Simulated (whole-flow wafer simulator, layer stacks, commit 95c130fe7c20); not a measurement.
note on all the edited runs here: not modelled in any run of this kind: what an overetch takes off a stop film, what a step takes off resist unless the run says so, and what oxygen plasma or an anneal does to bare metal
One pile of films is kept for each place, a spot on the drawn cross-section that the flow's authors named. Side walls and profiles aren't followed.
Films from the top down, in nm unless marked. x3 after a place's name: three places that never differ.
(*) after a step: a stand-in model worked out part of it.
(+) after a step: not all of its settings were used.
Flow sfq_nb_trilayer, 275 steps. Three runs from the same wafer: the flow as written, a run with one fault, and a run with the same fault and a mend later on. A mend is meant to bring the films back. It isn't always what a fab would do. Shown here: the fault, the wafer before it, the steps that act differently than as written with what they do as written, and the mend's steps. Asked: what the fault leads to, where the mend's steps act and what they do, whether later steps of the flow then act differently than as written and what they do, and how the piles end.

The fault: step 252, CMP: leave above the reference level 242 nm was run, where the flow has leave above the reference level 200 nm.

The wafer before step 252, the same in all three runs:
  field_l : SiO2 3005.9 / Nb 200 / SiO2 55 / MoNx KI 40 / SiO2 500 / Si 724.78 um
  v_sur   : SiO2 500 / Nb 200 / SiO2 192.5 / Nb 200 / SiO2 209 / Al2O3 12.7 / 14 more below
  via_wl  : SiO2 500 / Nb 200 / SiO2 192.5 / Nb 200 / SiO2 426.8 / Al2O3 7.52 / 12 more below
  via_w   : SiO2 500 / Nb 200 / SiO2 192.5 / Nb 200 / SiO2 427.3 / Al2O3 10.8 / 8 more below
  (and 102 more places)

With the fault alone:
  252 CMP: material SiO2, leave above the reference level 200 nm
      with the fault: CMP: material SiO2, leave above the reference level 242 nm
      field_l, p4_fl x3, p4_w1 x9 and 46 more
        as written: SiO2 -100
        with the fault: SiO2 -58
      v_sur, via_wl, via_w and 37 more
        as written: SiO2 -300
        with the fault: SiO2 -258
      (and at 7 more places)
  Later steps of the flow that act differently than as written (3 more steps differ only slightly, by at most 2% or 0.5 nm, whichever is larger, and aren't shown):
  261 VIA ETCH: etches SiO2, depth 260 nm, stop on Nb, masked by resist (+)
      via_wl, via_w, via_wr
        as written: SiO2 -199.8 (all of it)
        with the fault: SiO2 -241.8 (all of it)
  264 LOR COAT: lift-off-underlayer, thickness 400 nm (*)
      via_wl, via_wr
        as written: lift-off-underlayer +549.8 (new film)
        with the fault: lift-off-underlayer +581.2 (new film)
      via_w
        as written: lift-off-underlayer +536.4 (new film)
        with the fault: lift-off-underlayer +565.1 (new film)
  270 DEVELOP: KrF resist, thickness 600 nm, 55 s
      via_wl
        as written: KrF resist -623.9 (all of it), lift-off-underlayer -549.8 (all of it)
        with the fault: KrF resist -629.1 (all of it), lift-off-underlayer -581.2 (all of it)
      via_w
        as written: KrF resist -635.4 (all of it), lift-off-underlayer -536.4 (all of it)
        with the fault: KrF resist -643.2 (all of it), lift-off-underlayer -565.1 (all of it)
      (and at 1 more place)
  At the end the piles differ from the flow's by more than 2% or 0.5 nm, whichever is larger, at v_sur, via_sp, via_v and 83 more.
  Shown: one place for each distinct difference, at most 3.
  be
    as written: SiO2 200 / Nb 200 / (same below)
    with the fault: SiO2 242 / Nb 200 / (same below)
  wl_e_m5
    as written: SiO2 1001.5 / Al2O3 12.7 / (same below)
    with the fault: SiO2 1043.5 / Al2O3 12.7 / (same below)
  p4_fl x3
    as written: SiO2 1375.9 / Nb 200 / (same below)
    with the fault: SiO2 1417.9 / Nb 200 / (same below)

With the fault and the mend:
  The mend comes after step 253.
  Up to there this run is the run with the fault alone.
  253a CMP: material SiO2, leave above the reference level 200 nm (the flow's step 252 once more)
      field_l, v_sur, via_wl and 103 more
        SiO2 -42
  No later step of the flow acts differently than as written at any place that is followed.
  At the end the piles are the same as the flow's at every place that both follow.
